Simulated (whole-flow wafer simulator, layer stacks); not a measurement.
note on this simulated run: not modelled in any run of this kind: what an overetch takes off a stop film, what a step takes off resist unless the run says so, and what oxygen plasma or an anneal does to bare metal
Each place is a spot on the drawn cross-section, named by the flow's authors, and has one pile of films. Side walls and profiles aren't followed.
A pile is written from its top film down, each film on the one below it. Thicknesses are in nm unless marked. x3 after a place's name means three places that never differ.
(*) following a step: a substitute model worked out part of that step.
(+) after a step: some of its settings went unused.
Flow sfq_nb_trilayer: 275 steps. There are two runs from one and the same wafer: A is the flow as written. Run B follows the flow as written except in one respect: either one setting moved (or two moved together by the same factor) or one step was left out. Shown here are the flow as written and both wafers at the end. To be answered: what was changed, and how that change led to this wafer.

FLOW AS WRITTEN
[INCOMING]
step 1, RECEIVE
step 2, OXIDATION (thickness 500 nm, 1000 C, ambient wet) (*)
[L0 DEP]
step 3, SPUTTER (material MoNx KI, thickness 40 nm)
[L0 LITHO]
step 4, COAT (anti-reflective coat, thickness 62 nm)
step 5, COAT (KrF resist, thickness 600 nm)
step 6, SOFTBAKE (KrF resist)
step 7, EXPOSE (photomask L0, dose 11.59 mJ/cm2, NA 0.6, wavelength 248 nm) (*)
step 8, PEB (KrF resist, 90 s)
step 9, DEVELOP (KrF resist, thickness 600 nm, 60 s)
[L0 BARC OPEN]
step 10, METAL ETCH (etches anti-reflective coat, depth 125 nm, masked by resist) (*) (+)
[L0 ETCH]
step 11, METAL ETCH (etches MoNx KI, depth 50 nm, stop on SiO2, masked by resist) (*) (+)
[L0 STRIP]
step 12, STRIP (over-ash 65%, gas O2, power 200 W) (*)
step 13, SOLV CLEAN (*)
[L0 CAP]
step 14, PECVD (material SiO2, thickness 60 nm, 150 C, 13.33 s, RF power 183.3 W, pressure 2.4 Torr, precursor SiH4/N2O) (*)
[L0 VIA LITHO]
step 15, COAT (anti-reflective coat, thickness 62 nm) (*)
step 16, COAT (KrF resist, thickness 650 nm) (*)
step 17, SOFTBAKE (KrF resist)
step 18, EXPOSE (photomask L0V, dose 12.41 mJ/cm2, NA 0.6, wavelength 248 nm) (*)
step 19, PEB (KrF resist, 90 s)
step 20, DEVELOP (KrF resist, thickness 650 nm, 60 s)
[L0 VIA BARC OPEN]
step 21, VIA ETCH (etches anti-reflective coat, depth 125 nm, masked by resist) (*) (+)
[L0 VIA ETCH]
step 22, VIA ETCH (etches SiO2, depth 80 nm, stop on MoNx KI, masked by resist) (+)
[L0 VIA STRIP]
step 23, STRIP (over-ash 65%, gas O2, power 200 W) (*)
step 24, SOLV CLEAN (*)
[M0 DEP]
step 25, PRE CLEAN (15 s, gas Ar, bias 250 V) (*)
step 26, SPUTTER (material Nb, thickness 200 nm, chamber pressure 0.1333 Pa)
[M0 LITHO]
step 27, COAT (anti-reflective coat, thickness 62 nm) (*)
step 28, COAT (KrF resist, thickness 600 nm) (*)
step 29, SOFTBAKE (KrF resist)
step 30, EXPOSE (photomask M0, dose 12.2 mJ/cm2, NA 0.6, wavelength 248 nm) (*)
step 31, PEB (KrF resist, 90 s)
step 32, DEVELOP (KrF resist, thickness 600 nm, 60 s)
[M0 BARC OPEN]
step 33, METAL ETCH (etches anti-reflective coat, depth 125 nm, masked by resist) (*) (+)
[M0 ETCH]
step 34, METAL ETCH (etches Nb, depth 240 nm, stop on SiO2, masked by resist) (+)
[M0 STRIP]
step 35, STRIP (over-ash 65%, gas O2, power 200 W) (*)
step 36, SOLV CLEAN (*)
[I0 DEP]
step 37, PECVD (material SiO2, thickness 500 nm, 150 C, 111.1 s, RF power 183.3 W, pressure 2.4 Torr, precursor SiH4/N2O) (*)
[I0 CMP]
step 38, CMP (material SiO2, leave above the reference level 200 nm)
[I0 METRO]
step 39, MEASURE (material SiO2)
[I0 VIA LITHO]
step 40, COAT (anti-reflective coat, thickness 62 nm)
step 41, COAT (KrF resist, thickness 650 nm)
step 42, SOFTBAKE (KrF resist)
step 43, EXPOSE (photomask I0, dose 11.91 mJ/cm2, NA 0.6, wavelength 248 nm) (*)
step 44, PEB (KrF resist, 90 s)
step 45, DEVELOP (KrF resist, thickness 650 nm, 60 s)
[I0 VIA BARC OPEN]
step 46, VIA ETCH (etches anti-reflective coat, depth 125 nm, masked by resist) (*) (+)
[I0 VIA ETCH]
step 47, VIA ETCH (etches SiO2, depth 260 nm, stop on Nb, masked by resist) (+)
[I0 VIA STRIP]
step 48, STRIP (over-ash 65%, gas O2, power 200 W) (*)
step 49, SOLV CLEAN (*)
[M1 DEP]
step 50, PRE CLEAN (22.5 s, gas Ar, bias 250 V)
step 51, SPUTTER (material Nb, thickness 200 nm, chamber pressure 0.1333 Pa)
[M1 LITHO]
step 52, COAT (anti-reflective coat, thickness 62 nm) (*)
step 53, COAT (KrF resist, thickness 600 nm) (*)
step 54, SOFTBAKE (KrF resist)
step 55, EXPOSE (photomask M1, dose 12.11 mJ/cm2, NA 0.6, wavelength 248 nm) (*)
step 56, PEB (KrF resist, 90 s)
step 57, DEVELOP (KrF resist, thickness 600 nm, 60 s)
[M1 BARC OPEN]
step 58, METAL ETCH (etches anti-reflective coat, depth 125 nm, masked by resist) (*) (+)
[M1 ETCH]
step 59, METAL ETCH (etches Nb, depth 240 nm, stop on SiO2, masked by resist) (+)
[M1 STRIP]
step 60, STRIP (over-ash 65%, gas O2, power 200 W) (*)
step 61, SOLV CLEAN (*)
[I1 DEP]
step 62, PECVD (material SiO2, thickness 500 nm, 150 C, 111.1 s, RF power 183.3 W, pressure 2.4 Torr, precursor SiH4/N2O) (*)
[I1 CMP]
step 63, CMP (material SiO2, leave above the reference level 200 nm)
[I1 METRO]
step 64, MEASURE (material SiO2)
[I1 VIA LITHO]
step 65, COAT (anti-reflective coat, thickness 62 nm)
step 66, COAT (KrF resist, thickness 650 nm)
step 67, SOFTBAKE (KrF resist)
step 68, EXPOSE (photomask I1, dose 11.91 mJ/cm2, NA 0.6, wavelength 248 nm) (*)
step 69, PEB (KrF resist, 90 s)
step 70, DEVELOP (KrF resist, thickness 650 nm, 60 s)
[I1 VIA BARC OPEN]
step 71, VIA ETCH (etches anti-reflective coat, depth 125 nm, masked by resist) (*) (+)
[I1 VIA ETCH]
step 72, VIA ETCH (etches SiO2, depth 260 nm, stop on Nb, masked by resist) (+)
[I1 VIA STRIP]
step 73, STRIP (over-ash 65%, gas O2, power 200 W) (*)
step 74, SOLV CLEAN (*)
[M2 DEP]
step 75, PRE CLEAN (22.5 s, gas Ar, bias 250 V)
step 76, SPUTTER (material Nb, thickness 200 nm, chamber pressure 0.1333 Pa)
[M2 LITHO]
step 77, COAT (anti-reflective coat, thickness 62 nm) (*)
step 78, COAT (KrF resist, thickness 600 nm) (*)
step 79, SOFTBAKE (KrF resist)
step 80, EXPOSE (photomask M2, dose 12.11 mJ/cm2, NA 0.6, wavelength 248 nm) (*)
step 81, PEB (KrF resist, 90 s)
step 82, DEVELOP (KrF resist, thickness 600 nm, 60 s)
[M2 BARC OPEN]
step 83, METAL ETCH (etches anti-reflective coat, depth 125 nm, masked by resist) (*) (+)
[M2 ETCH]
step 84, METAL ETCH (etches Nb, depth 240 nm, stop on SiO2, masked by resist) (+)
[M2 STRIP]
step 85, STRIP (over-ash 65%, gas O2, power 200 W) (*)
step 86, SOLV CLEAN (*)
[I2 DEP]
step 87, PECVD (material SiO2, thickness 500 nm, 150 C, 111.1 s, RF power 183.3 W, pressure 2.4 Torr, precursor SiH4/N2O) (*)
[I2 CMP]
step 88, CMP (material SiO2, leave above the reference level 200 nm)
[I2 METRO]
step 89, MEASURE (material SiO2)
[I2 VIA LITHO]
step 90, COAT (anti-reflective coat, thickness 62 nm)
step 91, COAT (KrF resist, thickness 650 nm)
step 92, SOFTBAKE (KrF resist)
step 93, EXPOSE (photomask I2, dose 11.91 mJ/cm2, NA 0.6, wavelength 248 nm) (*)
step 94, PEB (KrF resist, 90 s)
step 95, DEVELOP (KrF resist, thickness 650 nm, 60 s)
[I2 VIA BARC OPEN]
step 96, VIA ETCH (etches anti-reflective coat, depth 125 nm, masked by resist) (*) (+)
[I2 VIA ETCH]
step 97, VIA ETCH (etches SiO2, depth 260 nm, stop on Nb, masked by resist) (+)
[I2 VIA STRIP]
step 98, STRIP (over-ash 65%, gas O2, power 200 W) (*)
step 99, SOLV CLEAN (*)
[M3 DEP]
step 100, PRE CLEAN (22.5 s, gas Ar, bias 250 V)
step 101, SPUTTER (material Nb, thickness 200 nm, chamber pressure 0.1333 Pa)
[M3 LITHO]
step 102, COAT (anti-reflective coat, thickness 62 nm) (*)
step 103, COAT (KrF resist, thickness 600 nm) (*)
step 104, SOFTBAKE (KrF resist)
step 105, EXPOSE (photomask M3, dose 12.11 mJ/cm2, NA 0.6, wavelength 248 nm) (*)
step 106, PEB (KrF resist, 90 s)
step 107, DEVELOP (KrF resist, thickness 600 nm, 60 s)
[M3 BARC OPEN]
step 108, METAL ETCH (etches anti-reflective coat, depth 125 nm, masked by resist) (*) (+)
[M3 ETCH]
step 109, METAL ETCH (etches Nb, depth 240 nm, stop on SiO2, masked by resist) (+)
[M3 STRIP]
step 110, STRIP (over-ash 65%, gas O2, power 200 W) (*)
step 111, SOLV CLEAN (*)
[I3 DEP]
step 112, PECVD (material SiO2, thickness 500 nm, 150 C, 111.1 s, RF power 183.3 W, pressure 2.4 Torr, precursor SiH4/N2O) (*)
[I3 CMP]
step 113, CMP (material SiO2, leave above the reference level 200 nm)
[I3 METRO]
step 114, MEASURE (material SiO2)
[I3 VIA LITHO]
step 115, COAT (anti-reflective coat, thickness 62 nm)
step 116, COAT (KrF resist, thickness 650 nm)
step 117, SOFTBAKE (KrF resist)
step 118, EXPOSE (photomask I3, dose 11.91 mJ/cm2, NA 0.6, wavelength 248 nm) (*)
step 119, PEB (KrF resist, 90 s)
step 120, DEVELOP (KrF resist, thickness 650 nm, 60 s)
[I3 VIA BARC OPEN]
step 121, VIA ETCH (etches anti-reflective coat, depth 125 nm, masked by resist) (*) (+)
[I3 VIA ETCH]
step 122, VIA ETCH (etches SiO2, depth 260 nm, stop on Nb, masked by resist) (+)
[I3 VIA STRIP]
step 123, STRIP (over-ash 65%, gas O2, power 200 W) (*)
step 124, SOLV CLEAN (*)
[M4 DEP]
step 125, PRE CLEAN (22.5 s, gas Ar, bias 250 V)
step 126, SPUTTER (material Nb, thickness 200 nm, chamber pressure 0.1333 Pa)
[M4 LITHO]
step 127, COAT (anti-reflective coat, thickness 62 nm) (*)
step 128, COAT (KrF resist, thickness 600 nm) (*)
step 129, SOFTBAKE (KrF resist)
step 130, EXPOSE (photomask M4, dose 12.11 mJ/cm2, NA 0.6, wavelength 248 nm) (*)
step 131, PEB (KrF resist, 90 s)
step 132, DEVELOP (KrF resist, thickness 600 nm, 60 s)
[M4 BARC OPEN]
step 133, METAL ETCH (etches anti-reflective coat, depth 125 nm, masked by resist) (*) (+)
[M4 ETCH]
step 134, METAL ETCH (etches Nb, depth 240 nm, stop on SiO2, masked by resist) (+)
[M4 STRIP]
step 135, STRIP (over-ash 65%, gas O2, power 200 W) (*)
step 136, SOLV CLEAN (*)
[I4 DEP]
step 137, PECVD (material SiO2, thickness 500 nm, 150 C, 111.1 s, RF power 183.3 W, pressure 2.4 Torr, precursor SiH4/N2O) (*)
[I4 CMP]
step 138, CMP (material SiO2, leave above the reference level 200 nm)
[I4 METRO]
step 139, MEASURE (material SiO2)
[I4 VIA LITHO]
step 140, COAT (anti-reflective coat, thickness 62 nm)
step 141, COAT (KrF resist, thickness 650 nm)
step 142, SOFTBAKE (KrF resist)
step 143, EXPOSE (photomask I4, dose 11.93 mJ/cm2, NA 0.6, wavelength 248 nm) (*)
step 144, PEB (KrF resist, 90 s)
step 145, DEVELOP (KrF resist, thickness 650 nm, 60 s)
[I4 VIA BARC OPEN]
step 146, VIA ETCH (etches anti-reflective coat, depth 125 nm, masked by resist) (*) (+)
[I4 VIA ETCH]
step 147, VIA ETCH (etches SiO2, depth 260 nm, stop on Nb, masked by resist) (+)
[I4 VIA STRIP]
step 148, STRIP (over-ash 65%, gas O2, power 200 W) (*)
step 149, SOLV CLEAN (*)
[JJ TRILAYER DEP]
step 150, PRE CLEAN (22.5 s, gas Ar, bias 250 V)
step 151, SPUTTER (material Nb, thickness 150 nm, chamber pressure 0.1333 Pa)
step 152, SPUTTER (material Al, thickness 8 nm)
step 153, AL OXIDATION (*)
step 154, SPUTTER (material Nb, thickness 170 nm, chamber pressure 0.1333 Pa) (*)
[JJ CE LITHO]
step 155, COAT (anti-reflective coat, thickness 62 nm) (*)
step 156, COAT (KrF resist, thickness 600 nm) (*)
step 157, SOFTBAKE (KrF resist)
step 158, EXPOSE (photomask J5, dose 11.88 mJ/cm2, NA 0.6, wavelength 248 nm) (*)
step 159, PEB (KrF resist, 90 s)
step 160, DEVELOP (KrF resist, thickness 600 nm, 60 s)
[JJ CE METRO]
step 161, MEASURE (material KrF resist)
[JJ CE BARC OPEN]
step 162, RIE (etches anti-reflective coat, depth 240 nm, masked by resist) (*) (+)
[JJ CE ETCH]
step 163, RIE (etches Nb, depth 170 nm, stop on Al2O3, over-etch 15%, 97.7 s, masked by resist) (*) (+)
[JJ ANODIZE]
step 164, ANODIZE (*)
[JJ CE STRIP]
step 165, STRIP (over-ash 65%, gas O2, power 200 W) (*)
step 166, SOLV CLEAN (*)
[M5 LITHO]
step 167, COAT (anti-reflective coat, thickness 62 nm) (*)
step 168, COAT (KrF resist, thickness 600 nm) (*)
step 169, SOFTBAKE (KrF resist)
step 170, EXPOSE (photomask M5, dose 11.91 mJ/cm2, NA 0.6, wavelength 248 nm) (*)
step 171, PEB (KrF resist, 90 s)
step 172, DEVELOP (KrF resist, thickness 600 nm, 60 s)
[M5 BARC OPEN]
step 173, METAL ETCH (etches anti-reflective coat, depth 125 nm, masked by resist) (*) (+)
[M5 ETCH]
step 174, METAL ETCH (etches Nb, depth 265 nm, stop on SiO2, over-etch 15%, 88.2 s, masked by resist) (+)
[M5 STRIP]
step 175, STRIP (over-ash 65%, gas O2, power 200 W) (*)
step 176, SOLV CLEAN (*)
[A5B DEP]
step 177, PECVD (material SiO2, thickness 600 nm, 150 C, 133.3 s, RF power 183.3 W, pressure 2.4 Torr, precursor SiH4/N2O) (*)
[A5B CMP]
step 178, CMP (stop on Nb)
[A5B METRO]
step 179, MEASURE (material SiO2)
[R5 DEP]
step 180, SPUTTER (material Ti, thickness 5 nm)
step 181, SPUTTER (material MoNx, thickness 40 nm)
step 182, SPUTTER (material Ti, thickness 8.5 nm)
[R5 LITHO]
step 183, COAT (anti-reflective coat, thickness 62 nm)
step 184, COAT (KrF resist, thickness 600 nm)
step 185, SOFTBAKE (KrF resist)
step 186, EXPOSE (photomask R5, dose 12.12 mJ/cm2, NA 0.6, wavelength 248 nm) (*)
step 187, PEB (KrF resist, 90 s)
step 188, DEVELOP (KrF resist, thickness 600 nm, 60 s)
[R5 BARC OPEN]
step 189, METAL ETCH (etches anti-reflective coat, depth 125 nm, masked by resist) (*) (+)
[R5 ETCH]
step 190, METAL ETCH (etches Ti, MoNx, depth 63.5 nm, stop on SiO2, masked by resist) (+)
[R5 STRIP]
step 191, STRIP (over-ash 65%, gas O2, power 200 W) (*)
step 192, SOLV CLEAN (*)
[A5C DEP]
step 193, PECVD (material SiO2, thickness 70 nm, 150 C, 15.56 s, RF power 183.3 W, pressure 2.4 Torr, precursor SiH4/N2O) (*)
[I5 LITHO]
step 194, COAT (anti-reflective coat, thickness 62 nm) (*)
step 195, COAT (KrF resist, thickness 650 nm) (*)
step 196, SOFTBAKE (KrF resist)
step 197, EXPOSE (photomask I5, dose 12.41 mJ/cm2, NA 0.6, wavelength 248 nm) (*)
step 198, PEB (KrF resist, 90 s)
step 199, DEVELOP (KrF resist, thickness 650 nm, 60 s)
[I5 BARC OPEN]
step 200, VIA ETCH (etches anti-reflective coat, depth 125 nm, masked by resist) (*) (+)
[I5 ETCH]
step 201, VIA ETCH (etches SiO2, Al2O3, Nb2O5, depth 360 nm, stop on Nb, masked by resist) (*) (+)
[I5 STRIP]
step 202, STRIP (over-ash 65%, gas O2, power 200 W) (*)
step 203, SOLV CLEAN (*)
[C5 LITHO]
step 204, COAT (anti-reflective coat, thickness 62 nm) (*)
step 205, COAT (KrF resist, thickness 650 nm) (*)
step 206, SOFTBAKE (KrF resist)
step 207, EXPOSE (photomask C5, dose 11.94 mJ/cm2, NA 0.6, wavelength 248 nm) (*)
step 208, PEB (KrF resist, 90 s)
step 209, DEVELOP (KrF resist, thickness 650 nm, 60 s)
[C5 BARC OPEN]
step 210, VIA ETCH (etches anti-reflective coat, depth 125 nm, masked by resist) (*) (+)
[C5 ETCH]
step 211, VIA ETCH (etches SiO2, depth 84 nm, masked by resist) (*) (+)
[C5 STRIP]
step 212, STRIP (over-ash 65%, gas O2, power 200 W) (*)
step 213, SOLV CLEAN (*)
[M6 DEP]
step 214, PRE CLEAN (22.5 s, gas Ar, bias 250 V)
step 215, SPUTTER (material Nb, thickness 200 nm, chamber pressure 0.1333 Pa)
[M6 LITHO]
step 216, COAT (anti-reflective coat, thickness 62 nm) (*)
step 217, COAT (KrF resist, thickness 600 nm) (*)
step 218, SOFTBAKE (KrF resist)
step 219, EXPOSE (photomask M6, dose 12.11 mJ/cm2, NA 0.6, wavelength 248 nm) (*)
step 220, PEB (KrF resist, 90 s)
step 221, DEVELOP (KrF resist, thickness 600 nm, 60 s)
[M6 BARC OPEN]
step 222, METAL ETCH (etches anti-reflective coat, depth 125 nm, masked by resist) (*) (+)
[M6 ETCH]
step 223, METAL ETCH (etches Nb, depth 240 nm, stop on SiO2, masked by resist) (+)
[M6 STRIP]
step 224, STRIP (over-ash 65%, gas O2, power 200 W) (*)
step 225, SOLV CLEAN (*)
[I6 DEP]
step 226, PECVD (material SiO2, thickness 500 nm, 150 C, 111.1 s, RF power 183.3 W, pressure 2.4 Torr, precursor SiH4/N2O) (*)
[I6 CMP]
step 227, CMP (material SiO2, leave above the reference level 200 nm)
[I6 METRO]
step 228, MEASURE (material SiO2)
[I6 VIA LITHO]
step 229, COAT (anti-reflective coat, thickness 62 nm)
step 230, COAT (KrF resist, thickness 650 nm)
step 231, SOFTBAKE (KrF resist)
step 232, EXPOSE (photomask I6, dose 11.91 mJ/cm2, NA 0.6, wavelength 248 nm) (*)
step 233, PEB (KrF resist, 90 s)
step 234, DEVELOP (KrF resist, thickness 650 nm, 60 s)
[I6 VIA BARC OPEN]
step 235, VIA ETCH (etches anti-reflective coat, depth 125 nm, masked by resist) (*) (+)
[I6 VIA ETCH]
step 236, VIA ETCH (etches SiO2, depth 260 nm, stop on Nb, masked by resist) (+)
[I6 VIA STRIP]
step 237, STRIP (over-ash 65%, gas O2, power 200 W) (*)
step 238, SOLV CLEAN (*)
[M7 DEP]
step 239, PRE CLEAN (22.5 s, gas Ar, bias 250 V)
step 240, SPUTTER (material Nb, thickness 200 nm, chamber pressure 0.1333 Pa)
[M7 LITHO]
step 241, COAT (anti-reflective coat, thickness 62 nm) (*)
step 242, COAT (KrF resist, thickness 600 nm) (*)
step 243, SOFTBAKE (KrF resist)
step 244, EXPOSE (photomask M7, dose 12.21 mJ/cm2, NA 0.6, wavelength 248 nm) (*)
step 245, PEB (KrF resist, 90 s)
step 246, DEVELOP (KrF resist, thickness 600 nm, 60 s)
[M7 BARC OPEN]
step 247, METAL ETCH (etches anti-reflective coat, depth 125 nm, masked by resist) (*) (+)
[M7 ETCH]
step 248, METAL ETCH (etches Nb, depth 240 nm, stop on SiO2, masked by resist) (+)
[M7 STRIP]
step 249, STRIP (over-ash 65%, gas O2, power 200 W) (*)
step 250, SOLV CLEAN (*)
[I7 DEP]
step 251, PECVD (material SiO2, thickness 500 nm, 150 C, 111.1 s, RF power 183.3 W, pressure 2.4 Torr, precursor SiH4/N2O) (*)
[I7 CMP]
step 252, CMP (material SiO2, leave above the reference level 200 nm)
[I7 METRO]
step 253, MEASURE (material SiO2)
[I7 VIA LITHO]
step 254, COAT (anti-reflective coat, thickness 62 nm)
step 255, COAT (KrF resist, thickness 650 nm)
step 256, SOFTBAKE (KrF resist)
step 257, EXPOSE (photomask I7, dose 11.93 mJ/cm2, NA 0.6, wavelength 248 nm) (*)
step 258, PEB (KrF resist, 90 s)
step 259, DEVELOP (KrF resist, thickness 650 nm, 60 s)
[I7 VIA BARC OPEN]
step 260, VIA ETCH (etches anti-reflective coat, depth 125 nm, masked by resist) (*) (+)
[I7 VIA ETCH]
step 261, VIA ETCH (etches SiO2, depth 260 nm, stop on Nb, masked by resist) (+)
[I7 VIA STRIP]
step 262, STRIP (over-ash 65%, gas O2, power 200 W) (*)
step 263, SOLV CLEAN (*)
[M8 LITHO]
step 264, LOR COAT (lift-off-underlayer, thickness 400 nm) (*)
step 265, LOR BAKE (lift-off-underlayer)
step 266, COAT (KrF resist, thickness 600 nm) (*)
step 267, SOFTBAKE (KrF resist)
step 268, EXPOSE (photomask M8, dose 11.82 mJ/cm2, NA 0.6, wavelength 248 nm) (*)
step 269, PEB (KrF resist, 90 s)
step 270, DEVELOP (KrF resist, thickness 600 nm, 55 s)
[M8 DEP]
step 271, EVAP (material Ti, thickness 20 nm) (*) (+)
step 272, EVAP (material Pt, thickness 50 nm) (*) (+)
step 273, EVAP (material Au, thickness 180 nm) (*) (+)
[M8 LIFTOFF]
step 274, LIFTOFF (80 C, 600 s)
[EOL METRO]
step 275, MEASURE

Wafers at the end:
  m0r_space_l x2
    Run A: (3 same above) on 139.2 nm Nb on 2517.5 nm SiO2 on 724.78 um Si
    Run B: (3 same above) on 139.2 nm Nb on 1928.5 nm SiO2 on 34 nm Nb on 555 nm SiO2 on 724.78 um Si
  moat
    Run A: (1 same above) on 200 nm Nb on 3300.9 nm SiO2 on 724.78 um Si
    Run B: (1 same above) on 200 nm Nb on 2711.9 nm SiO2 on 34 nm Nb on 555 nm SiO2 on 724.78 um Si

What caused this: step 34, METAL ETCH: depth 166 nm was run, though the flow has depth 240 nm.

The path from the change to this, step by step:
  step 34, METAL ETCH (etches Nb, depth 240 nm, stop on SiO2, masked by resist) (+)
      moat, m0r_space_l x2: A -200 Nb (all of it) | B -166 Nb
      field_l, v_sur, via_wl and 100 more: A -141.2 KrF resist | B -97.6 KrF resist
  step 35, STRIP (over-ash 65%, gas O2, power 200 W) (*)
      p4_fl, p4_fm, p4_w1 and 68 more: A -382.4 KrF resist (all of it), -62 anti-reflective coat (all of it) | B -425.9 KrF resist (all of it), -62 anti-reflective coat (all of it)
      jj_sur, ce_l, r_end: A -389.1 KrF resist (all of it), -63.6 anti-reflective coat (all of it) | B -432.6 KrF resist (all of it), -63.6 anti-reflective coat (all of it)
      (as well as at 29 more places)
  step 37, PECVD (material SiO2, thickness 500 nm, 150 C, 111.1 s, RF power 183.3 W, pressure 2.4 Torr, precursor SiH4/N2O) (*)
      moat, m0r_space_l x2: A +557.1 SiO2 | B +523.1 SiO2 (new film)
Taking metal films that touch as one body, m0r_space_l x2 has 2 bodies (between them, from the top down: SiO2 1928.5); the flow as written gives 1 body.
Taking metal films that touch as one body, moat has 2 bodies (between them, from the top down: SiO2 2711.9); the flow as written gives 1 body.
